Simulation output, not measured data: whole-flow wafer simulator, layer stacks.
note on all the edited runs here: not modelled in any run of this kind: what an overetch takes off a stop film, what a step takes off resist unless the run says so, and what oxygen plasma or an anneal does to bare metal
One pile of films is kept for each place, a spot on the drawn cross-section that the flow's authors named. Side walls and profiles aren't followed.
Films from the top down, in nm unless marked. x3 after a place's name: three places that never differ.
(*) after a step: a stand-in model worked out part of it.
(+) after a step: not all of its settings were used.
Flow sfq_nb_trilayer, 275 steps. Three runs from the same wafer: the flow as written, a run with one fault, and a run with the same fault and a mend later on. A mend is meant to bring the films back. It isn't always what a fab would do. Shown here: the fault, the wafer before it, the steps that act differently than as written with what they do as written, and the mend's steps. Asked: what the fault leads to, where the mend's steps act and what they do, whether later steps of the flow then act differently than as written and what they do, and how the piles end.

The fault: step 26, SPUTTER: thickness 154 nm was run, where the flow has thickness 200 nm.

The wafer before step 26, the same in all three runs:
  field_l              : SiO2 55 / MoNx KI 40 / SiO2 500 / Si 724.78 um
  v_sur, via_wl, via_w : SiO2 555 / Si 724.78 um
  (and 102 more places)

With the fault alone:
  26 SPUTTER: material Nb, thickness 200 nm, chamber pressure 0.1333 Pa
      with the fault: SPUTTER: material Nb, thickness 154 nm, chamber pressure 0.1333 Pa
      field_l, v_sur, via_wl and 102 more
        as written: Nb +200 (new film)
        with the fault: Nb +154 (new film)
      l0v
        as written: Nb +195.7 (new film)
        with the fault: Nb +149.8 (new film)
  Later steps of the flow that act differently than as written (5 more steps differ only slightly, by at most 2% or 0.5 nm, whichever is larger, and aren't shown):
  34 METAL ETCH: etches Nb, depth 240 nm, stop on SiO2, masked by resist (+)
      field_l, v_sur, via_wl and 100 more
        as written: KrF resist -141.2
        with the fault: KrF resist -135.9
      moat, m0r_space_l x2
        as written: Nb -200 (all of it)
        with the fault: Nb -154 (all of it)
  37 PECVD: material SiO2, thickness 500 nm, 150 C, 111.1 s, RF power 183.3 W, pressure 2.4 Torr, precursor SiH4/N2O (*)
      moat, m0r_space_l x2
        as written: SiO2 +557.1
        with the fault: SiO2 +511.1
  At the end the piles differ from the flow's by more than 2% or 0.5 nm, whichever is larger, at field_l, v_sur, via_wl and 100 more.
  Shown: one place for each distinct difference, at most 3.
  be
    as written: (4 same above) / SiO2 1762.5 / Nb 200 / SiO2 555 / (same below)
    with the fault: (4 same above) / SiO2 1762.5 / Nb 154 / SiO2 555 / (same below)
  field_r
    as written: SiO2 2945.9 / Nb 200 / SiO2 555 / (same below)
    with the fault: SiO2 2945.9 / Nb 154 / SiO2 555 / (same below)
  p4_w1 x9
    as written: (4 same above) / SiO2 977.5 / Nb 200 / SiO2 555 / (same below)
    with the fault: (4 same above) / SiO2 977.5 / Nb 154 / SiO2 555 / (same below)

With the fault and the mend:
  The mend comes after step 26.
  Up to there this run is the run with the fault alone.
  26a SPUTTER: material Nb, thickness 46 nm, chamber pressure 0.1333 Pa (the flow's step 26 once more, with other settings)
      field_l, via_wl, via_w and 100 more
        Nb +46
      v_sur
        Nb +44.4
      lsp_r
        Nb +45.2
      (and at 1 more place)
  No later step of the flow acts differently than as written, at any place that is followed, by more than 2% or 0.5 nm, whichever is larger.
  At the end the piles differ from the flow's only slightly at the places that both follow, by at most 2% or 0.5 nm, whichever is larger.
